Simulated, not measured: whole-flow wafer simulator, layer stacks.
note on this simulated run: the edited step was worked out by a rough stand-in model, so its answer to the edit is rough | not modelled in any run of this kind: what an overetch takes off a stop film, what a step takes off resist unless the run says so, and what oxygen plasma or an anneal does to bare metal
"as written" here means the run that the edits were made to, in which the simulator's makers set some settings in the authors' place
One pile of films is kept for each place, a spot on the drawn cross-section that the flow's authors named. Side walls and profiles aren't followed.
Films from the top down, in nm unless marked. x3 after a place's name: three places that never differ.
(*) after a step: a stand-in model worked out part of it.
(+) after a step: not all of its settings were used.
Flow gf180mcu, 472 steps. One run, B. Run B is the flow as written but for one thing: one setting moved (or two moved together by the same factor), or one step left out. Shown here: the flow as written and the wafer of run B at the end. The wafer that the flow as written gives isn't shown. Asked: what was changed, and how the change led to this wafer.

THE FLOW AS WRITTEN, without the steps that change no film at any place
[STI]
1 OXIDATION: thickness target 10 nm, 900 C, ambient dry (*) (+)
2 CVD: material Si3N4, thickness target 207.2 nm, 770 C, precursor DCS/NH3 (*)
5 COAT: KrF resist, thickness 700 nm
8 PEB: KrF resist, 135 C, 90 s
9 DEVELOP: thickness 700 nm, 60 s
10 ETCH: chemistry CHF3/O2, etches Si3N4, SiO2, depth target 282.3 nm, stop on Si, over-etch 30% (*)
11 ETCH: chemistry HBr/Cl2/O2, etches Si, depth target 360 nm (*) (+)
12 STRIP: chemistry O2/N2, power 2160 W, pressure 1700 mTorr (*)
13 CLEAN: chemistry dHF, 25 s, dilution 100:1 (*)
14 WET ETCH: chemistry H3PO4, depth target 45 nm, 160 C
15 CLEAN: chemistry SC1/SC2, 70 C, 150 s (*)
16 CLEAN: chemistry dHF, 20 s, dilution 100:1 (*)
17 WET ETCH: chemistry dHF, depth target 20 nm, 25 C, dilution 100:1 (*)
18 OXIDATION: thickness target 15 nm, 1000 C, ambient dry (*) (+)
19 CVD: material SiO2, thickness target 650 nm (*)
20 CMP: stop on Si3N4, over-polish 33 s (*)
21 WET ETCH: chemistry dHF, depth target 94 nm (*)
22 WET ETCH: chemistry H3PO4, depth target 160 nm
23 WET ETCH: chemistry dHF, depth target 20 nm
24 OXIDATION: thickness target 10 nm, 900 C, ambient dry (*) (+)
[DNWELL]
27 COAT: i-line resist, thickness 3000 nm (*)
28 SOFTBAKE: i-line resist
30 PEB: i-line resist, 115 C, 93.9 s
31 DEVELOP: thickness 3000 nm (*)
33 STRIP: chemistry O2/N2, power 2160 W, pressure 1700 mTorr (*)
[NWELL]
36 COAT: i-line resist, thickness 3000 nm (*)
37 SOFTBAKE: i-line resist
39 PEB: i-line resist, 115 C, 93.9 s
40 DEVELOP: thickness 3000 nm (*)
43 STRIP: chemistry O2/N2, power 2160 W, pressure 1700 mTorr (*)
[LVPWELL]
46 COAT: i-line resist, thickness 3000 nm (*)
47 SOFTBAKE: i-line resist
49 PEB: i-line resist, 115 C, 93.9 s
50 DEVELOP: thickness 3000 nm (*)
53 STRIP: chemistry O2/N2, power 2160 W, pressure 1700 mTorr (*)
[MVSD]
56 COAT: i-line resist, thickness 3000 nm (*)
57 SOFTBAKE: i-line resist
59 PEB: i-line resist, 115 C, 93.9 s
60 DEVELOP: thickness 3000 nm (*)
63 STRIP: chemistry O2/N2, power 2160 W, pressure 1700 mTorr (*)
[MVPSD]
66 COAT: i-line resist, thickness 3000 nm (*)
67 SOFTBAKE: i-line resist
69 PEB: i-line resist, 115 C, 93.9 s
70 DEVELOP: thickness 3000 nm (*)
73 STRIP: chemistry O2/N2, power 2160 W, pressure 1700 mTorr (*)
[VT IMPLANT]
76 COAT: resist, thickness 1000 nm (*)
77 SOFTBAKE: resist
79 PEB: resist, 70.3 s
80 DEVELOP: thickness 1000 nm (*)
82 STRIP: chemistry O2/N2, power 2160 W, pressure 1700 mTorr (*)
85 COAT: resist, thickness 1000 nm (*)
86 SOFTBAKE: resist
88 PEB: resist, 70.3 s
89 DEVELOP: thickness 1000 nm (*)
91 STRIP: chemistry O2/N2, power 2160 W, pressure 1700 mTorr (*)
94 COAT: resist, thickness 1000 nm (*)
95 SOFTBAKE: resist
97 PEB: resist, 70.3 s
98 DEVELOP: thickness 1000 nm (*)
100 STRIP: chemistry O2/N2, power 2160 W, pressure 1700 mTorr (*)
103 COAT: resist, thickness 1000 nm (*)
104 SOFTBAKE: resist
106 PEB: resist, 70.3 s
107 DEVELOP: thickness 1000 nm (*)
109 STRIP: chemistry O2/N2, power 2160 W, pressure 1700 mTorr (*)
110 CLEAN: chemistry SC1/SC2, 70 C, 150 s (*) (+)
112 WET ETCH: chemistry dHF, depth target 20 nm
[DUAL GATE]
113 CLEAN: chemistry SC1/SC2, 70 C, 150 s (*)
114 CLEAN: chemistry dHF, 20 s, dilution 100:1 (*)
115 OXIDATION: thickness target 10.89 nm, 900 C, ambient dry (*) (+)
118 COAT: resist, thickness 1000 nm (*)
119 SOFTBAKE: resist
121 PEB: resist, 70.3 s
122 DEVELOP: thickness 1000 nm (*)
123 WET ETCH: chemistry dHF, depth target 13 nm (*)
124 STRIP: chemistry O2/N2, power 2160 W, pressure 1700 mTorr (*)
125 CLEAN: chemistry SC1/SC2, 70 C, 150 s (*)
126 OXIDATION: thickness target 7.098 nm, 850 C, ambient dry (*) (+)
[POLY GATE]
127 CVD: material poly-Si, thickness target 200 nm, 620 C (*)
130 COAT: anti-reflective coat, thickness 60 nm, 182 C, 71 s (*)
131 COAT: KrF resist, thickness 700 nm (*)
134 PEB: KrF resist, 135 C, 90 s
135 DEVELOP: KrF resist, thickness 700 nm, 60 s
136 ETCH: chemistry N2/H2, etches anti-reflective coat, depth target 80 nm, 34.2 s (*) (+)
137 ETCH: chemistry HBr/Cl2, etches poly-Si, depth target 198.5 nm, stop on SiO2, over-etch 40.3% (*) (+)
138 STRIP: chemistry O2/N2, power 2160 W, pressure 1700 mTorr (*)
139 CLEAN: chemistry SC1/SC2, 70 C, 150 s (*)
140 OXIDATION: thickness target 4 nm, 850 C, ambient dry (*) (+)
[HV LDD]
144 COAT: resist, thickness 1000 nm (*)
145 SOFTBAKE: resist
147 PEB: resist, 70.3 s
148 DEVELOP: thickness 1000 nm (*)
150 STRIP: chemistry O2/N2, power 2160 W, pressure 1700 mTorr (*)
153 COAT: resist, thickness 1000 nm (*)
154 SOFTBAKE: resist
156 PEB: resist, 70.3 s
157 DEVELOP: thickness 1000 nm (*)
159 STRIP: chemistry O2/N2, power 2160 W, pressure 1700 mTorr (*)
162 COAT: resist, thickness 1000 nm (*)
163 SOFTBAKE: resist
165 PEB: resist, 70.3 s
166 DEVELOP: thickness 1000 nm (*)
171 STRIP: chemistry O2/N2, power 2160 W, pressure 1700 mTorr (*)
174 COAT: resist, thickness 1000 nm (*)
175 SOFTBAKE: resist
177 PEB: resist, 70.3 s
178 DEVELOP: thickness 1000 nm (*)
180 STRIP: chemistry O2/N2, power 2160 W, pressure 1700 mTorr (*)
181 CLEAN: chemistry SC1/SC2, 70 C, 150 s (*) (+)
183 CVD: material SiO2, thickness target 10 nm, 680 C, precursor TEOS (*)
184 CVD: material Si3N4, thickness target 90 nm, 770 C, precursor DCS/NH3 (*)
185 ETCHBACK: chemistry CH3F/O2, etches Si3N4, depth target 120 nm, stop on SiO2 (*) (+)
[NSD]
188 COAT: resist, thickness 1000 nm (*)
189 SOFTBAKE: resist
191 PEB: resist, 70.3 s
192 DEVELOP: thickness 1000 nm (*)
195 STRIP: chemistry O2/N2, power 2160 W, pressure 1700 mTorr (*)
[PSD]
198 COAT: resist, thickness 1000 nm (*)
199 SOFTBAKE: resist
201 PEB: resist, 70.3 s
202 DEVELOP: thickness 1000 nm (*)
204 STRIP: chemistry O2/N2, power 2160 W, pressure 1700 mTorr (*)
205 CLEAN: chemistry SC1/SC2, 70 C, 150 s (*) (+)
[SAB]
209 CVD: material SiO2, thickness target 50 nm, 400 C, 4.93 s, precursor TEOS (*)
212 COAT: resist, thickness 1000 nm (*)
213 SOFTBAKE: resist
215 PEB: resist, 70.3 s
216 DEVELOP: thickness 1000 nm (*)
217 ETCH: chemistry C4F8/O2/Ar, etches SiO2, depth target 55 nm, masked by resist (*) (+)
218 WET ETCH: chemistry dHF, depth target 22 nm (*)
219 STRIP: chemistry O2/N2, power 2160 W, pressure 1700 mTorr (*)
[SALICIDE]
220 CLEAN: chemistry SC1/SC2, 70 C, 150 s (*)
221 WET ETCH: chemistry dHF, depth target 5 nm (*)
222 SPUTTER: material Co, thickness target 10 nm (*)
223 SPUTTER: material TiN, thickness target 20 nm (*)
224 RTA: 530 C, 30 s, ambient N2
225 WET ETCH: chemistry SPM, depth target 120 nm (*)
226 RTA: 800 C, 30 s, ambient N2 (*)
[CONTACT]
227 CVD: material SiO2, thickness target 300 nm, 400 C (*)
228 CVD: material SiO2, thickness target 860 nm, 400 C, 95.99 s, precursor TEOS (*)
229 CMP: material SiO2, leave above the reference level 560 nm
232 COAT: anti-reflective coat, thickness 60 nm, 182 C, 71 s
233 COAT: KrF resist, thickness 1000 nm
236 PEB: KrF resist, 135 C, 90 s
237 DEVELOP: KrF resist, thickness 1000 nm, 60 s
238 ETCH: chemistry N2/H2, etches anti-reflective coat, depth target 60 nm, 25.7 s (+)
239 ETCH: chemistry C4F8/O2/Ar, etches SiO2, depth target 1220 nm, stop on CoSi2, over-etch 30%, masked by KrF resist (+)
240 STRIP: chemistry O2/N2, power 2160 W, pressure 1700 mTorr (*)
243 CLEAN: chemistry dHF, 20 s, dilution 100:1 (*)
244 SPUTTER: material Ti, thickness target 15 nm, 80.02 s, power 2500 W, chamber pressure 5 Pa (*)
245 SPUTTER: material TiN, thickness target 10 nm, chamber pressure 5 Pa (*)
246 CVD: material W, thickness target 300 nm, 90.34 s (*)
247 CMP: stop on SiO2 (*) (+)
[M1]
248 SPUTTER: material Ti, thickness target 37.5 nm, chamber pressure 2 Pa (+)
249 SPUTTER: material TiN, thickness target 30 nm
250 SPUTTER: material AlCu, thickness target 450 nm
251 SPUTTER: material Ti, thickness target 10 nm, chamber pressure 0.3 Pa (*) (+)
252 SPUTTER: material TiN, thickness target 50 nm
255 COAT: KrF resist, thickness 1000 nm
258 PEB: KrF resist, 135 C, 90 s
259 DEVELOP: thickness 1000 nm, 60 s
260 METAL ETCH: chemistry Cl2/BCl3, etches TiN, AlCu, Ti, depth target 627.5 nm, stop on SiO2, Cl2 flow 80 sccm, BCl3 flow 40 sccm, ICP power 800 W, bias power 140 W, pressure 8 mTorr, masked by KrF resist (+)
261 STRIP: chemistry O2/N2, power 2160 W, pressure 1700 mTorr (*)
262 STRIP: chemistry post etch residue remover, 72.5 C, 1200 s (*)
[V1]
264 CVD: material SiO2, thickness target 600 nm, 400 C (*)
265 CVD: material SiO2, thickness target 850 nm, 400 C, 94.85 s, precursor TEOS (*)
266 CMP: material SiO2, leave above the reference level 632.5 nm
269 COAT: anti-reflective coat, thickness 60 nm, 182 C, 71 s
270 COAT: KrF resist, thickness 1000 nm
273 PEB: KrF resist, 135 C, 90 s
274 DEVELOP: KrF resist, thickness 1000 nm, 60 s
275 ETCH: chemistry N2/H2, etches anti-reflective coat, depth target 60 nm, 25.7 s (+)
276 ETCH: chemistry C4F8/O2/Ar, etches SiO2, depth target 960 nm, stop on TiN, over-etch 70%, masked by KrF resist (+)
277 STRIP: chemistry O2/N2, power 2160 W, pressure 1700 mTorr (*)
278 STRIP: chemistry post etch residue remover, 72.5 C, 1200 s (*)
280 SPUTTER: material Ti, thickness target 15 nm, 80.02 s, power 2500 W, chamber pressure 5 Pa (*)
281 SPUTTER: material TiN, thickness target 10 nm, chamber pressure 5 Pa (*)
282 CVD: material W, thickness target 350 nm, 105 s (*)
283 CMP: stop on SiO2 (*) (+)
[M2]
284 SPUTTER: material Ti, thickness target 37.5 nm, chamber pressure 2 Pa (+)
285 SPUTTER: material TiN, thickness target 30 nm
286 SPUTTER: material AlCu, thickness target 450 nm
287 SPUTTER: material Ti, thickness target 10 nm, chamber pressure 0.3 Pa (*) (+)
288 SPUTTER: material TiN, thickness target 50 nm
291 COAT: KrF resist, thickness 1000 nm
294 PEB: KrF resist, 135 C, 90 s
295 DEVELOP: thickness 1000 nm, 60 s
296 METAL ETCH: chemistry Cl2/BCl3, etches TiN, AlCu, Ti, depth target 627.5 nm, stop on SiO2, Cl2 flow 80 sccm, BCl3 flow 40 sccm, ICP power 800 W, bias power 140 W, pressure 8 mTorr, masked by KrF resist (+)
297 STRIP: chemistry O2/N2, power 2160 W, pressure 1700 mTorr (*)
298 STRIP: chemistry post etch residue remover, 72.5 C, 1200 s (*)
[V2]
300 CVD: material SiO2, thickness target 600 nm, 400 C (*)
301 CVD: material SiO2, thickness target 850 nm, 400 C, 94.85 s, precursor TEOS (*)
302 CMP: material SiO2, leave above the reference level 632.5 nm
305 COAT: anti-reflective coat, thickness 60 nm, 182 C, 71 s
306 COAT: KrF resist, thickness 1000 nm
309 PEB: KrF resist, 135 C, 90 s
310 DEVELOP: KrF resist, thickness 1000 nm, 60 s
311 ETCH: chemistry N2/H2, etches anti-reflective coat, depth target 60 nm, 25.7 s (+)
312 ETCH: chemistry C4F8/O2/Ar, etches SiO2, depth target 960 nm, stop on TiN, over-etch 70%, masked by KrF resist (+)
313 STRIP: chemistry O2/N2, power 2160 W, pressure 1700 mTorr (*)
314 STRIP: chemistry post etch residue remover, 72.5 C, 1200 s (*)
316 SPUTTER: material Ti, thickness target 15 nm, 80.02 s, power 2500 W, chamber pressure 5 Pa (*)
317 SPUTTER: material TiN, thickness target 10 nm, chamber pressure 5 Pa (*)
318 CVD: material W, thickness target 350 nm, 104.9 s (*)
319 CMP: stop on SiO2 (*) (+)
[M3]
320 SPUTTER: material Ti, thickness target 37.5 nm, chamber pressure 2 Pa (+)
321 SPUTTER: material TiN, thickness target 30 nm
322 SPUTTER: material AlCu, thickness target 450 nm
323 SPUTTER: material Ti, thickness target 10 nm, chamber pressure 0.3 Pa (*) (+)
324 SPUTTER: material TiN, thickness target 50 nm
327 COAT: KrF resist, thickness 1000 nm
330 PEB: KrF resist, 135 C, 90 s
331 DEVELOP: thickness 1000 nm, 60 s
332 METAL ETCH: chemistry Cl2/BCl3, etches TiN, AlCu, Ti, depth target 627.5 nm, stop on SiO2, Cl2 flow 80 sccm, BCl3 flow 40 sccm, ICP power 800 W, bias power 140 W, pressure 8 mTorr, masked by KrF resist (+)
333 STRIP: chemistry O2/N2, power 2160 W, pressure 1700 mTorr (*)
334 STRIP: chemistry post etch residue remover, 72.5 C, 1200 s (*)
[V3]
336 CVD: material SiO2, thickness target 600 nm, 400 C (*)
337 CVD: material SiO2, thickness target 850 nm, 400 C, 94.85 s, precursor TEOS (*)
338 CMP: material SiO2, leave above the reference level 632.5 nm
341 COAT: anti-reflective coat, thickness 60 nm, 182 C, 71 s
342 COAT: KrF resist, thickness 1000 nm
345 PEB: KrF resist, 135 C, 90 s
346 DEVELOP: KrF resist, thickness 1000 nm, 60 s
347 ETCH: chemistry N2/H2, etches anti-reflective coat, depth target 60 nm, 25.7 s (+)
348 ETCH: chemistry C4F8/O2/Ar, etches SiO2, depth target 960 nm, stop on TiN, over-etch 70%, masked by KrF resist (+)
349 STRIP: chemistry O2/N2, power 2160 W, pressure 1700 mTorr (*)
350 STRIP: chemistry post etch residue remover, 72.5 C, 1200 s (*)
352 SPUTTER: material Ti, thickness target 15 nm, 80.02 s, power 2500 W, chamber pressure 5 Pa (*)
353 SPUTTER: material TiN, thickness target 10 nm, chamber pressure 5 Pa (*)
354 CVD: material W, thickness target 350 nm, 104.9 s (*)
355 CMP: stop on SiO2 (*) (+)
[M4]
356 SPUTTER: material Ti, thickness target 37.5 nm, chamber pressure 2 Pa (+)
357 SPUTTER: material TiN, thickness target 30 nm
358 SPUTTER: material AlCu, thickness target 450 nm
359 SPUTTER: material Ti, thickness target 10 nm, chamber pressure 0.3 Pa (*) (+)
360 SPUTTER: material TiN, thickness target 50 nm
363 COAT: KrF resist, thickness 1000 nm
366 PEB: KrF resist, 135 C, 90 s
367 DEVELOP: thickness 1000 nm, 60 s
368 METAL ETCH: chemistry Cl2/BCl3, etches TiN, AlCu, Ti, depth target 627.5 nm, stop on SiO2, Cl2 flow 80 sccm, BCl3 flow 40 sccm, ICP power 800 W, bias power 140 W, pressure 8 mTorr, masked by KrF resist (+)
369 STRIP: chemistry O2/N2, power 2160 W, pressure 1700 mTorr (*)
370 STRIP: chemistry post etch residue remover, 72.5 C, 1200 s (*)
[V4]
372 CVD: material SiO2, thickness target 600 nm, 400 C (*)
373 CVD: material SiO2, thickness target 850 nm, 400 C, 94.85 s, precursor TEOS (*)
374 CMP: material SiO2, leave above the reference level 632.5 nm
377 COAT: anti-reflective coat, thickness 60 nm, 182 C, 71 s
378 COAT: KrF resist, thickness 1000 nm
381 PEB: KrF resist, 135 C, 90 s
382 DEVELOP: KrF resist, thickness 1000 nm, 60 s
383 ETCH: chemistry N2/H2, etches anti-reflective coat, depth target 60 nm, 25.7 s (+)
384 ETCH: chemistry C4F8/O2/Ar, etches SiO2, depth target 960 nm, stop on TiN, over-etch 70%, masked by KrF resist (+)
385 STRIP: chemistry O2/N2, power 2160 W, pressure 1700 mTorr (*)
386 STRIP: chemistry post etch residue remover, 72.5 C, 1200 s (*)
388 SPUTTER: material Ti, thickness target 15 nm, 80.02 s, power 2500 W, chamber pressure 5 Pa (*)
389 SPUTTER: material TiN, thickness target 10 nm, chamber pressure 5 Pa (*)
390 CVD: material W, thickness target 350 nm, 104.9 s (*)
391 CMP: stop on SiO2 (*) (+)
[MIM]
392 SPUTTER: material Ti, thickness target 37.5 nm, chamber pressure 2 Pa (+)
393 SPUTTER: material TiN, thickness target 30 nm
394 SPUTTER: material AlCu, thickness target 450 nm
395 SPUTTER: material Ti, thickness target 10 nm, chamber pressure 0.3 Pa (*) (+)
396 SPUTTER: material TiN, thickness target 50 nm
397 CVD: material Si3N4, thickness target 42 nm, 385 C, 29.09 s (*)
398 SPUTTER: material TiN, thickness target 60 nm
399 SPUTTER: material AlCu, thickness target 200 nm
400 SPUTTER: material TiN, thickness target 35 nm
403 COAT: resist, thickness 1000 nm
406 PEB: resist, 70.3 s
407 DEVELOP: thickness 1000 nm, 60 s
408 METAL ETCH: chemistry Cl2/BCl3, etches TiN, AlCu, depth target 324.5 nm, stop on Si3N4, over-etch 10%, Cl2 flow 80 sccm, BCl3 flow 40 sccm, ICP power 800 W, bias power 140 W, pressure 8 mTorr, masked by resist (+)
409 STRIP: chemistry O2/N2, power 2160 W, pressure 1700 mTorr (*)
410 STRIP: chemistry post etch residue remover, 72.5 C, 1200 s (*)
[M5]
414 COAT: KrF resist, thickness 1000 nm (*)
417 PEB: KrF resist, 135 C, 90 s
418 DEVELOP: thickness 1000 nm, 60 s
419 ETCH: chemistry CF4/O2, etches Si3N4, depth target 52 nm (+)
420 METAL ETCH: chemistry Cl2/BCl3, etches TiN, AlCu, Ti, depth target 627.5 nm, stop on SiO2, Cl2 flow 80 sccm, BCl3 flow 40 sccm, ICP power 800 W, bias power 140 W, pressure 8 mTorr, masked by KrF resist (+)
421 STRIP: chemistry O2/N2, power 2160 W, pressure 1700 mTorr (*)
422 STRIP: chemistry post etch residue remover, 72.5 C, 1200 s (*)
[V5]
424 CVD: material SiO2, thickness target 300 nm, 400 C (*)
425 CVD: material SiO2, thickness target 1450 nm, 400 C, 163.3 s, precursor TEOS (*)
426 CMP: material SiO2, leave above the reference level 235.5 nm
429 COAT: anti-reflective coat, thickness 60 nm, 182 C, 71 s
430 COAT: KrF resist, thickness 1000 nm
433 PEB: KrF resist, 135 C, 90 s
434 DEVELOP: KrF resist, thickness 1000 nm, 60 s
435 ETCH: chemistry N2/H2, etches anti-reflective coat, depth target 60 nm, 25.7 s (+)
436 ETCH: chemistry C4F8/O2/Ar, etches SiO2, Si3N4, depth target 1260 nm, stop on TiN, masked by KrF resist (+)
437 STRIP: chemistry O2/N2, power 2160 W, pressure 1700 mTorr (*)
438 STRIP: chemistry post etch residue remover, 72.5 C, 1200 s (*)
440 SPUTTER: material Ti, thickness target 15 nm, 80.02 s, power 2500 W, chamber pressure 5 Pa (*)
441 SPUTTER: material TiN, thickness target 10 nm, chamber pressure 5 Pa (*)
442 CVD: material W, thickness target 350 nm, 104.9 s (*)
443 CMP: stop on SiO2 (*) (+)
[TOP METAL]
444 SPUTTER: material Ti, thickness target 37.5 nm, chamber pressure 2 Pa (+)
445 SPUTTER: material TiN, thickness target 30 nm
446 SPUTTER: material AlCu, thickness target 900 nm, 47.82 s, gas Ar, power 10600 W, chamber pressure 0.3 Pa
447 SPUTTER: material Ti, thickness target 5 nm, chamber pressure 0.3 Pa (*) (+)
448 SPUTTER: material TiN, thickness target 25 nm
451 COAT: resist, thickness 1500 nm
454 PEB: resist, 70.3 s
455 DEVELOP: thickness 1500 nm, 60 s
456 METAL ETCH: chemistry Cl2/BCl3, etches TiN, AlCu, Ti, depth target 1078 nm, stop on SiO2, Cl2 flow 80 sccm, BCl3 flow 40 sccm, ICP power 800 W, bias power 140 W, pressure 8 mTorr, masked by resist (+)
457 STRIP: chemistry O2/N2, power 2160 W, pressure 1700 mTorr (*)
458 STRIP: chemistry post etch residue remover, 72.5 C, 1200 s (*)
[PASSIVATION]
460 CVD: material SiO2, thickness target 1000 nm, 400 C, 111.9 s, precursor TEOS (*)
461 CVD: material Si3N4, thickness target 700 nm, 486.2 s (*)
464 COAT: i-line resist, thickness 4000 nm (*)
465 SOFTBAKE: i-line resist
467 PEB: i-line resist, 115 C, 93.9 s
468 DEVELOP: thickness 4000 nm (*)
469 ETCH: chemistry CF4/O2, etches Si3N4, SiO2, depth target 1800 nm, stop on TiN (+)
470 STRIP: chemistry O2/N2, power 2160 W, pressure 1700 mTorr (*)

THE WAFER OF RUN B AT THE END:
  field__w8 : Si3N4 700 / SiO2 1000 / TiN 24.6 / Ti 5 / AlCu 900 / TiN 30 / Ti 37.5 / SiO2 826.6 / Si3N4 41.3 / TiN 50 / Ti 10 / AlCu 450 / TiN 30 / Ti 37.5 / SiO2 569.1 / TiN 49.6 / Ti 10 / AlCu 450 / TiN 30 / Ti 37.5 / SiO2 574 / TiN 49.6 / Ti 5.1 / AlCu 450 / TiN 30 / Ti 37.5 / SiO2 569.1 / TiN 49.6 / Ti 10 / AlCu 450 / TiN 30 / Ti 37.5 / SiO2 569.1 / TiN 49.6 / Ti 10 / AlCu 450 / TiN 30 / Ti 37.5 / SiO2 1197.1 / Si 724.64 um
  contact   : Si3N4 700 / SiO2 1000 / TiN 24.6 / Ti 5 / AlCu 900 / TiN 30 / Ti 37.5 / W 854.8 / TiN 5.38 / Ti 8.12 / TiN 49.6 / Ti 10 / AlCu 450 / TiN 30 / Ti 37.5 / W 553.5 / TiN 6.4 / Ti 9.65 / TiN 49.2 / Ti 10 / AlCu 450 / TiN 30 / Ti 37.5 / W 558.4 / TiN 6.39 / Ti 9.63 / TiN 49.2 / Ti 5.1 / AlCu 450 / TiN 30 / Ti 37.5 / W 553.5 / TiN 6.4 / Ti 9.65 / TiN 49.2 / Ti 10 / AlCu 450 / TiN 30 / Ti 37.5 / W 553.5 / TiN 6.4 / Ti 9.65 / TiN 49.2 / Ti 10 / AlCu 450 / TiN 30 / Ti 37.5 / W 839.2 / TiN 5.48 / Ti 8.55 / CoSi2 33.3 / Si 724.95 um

The cause: step 323, SPUTTER: thickness target 5.1 nm was run, where the flow has thickness target 10 nm.
It can be read off the wafer: field__w8 has Ti 5.1, and step 323 as written asks for 10 nm.

How the change led to this, step by step:
  323 SPUTTER: material Ti, thickness target 10 nm, chamber pressure 0.3 Pa (*) (+)
      field, field__w1, field__w2 and 108 more: Ti +5.1 (new film) (as written it would be: Ti +10 (new film))
  332 METAL ETCH: chemistry Cl2/BCl3, etches TiN, AlCu, Ti, depth target 627.5 nm, stop on SiO2, Cl2 flow 80 sccm, BCl3 flow 40 sccm, ICP power 800 W, bias power 140 W, pressure 8 mTorr, masked by KrF resist (+)
      field, field__w1, field__w2 and 103 more: TiN -50 (all of it), Ti -5.1 (all of it), AlCu -450 (all of it), TiN -30 (all of it), Ti -37.5 (all of it) (as written it would be: TiN -50 (all of it), Ti -10 (all of it), AlCu -450 (all of it), TiN -30 (all of it), Ti -37.5 (all of it))
